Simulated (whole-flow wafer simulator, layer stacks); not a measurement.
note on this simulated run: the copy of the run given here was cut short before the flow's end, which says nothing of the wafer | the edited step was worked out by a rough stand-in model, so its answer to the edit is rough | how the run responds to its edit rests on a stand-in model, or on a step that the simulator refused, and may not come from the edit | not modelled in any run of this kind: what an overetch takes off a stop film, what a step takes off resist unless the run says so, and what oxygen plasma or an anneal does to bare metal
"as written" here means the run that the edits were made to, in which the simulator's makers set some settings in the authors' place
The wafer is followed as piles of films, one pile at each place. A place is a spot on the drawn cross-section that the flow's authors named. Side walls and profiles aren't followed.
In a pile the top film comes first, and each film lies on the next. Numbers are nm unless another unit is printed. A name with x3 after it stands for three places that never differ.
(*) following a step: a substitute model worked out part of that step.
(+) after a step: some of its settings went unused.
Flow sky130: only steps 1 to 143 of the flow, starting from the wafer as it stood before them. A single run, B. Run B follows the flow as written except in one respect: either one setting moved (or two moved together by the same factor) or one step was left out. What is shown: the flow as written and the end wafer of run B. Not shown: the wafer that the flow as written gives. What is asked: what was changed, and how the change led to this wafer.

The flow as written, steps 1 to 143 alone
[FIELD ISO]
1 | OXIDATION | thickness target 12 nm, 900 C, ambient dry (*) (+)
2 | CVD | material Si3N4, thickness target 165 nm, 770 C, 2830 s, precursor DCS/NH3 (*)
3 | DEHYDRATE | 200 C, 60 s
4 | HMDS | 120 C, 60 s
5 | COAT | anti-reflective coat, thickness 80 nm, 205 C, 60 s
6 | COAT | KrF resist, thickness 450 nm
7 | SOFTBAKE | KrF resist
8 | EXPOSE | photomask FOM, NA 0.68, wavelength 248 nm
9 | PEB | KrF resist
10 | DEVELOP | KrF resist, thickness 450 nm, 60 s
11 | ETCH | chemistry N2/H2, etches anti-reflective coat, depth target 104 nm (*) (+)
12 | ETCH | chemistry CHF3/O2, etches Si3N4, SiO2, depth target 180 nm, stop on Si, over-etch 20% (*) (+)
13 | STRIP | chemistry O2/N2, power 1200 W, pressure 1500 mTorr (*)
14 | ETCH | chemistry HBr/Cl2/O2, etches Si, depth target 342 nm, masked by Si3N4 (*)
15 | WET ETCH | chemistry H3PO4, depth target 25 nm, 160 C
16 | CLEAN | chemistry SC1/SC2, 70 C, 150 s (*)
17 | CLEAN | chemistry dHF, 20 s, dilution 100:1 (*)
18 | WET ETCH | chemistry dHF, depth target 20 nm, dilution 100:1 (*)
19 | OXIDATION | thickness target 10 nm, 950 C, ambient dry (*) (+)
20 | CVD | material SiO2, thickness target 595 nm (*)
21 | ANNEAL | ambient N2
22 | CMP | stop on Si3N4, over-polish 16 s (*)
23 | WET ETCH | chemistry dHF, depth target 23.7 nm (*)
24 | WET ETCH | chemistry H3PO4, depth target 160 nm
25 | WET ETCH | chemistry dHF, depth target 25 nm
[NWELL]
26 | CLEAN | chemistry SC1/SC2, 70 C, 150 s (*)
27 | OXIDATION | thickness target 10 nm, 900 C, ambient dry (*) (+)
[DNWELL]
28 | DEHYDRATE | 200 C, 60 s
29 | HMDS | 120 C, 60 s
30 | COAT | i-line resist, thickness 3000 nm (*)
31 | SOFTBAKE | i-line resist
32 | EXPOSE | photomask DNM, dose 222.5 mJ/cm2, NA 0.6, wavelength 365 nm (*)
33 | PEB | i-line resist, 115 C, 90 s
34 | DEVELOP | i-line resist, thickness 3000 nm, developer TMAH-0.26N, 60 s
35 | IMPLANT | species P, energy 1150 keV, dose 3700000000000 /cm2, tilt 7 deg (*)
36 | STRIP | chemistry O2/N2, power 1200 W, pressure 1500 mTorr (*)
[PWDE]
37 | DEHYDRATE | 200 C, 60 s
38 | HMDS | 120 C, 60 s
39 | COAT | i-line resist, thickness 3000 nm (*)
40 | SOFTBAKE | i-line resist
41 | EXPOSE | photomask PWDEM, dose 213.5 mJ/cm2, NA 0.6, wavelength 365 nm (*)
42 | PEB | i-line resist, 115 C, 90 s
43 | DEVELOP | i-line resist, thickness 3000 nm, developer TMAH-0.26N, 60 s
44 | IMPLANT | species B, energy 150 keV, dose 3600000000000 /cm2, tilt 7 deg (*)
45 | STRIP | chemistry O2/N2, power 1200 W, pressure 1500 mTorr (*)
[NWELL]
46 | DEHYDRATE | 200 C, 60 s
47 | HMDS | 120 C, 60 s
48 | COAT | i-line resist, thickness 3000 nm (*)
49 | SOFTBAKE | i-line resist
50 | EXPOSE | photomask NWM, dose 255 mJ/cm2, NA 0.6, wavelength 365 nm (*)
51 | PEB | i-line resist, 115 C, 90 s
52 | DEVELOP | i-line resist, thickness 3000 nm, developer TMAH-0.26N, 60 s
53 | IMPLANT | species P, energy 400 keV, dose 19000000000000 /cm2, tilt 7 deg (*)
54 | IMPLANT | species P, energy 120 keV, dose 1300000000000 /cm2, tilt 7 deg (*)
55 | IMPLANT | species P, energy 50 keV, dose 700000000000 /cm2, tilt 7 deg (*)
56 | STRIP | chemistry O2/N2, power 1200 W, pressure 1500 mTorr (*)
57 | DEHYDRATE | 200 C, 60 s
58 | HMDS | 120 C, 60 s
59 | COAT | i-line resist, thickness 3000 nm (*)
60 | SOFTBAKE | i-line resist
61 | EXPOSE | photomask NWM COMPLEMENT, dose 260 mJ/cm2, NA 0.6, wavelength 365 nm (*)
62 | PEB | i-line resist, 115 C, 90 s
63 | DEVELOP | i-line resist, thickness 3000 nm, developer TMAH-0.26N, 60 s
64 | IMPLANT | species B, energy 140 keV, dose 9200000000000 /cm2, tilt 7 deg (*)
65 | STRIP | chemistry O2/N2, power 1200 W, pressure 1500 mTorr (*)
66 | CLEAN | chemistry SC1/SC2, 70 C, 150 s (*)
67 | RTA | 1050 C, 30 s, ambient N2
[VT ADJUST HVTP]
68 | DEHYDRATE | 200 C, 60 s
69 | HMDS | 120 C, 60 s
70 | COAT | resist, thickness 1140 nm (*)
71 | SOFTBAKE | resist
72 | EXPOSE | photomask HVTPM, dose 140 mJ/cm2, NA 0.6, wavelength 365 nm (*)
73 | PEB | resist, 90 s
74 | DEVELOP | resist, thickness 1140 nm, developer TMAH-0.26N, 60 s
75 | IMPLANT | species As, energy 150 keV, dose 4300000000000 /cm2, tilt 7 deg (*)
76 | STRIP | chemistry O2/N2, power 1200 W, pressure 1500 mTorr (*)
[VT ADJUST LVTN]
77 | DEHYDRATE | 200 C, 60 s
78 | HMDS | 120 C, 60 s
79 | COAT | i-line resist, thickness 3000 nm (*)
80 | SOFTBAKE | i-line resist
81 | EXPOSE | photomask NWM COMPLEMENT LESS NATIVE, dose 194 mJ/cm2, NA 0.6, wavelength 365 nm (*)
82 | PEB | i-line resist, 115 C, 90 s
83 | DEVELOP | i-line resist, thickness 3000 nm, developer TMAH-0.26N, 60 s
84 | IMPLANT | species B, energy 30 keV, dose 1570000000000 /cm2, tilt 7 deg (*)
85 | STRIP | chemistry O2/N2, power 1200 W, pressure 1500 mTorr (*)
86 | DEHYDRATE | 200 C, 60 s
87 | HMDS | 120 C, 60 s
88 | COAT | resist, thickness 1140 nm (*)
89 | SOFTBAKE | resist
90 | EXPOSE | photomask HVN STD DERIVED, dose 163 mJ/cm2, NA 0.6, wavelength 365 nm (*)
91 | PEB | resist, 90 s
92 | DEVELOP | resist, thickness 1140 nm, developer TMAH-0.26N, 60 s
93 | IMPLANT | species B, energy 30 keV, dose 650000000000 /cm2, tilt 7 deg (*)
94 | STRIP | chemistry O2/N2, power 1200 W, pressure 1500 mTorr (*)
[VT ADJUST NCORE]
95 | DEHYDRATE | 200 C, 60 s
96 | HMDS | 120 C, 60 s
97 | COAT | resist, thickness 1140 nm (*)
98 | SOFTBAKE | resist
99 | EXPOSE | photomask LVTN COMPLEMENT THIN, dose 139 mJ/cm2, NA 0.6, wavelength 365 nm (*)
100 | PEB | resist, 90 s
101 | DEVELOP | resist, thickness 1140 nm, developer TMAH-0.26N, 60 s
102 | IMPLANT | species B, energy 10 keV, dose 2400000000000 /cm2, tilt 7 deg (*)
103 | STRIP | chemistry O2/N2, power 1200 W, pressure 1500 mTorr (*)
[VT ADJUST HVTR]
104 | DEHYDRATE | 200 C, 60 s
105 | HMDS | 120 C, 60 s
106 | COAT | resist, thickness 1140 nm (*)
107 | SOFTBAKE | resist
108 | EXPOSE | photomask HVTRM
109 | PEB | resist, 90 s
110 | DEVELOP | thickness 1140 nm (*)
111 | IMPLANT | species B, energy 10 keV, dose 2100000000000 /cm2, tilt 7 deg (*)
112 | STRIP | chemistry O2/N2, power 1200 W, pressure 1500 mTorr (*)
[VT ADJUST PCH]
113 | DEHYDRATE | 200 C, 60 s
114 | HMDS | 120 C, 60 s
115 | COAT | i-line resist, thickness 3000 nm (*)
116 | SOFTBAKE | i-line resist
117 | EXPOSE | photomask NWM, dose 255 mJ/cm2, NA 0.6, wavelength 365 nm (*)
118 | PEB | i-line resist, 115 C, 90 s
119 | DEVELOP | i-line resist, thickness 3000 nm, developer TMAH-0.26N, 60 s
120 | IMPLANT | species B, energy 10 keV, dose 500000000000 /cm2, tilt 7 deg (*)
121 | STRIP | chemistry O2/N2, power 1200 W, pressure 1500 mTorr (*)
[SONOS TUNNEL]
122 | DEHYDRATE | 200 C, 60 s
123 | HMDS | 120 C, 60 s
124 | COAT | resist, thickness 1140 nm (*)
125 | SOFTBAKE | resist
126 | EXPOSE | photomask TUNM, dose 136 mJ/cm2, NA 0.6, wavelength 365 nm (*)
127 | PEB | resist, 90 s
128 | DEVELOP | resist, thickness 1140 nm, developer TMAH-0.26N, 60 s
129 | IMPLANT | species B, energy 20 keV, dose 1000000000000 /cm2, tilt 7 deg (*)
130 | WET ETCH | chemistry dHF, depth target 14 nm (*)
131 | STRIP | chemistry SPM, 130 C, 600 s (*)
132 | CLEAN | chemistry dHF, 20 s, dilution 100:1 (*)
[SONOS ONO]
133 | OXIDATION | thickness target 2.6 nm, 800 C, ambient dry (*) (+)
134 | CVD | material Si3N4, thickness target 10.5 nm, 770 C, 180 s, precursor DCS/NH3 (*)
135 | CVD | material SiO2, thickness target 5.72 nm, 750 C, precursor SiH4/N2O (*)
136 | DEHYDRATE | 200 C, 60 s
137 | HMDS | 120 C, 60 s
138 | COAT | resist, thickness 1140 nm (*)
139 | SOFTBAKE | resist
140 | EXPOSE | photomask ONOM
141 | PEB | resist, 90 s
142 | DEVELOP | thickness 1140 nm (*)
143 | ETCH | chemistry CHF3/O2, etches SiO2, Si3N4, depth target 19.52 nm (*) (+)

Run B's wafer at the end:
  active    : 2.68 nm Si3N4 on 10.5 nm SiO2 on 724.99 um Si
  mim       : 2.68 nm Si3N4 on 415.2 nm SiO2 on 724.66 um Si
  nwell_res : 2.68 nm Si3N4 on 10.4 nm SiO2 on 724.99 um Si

Cause: step 143, ETCH: depth target 13.54 nm was run, while the flow as written has depth target 19.52 nm.

The path from the change to this, step by step:
  143 | ETCH | chemistry CHF3/O2, etches SiO2, Si3N4, depth target 19.52 nm (*) (+)
      field, active, p_well x5 and 179 more: SiO2 loses 5.72 (all of it), Si3N4 loses 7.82 (it would be, as written: SiO2 loses 5.72 (all of it), Si3N4 loses 10.5 (all of it), SiO2 loses 3.3)
      n_well, sonos_sd: SiO2 loses 5.72 (all of it), Si3N4 loses 7.82 (it would be, as written: SiO2 loses 5.72 (all of it), Si3N4 loses 10.5 (all of it), SiO2 loses 2.6 (all of it), Si loses 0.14)
      (and at 2 other places as well)
